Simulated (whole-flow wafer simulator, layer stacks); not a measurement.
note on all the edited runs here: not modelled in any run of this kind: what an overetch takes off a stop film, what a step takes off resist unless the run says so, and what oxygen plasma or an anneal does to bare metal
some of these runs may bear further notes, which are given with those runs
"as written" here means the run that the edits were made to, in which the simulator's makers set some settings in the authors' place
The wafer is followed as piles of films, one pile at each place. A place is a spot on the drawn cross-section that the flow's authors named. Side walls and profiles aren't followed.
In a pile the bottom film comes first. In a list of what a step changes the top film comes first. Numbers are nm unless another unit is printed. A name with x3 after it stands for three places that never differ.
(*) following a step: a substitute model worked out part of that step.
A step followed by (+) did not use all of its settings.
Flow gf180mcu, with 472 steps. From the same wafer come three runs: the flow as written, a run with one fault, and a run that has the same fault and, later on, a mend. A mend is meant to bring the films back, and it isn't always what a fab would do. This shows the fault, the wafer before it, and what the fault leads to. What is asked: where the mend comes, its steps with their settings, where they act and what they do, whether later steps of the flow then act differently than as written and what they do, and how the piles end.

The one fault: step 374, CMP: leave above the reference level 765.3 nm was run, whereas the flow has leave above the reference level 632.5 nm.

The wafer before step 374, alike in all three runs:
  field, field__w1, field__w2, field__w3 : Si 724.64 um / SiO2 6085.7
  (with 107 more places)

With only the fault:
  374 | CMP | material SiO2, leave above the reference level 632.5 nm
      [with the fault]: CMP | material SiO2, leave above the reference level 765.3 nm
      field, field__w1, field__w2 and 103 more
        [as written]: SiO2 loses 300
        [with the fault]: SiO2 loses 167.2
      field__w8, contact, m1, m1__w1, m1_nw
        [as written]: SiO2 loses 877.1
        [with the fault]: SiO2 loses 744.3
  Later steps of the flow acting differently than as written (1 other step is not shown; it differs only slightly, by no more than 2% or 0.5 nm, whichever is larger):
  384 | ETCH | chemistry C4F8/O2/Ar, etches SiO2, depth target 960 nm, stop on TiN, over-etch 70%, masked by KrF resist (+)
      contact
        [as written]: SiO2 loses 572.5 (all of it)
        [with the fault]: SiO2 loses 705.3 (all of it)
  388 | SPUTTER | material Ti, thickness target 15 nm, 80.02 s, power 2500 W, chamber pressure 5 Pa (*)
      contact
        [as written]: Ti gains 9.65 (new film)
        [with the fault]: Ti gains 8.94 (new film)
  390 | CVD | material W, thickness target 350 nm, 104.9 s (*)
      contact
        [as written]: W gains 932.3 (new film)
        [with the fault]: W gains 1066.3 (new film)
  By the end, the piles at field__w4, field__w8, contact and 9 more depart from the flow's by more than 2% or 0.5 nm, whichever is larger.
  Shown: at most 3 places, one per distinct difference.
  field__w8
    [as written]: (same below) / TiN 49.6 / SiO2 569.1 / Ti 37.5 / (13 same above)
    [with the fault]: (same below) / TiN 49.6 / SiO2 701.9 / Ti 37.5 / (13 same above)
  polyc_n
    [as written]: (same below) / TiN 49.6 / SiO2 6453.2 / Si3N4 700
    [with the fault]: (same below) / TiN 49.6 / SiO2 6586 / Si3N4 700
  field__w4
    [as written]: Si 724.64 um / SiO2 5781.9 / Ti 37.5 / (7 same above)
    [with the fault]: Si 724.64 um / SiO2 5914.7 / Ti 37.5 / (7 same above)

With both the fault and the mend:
  The mend stands after step 382.
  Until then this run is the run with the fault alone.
  382a | STRIP | chemistry O2/N2, power 2160 W, pressure 1700 mTorr (*)
      field, field__w1, field__w2 and 107 more
        KrF resist loses 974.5 (all of it), anti-reflective coat loses 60 (all of it)
      contact
        anti-reflective coat loses 60 (all of it)
  382b | CMP | material SiO2, leave above the reference level 632.5 nm (the flow's step 374 again)
      field, field__w1, field__w2 and 108 more
        SiO2 loses 132.8
  382c | HMDS | 120 C, 60 s (the flow's step 376 again)
      alters no film at any place that is followed
  382d | COAT | anti-reflective coat, thickness 60 nm, 182 C, 71 s (the flow's step 377 again)
      field, field__w1, field__w2 and 108 more
        anti-reflective coat gains 60 (new film)
  382e | COAT | KrF resist, thickness 1000 nm (the flow's step 378 again)
      field, field__w1, field__w2 and 108 more
        KrF resist gains 1000 (new film)
  382f | SOFTBAKE | KrF resist (the flow's step 379 again)
      alters no film at any place that is followed
  382g | EXPOSE | photomask Via4 (the flow's step 380 again)
      alters no film at any place that is followed
  382h | PEB | KrF resist, 135 C, 90 s (the flow's step 381 again)
      field, field__w1, field__w2 and 108 more
        KrF resist loses 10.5
  382i | DEVELOP | KrF resist, thickness 1000 nm, 60 s (the flow's step 382 again)
      field, field__w1, field__w2 and 107 more
        KrF resist loses 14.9
      contact
        KrF resist loses 989.5 (all of it)
  Later steps of the flow that are run all act as written at every place that is followed.
  By the end, the piles equal the flow's at every place that both follow.
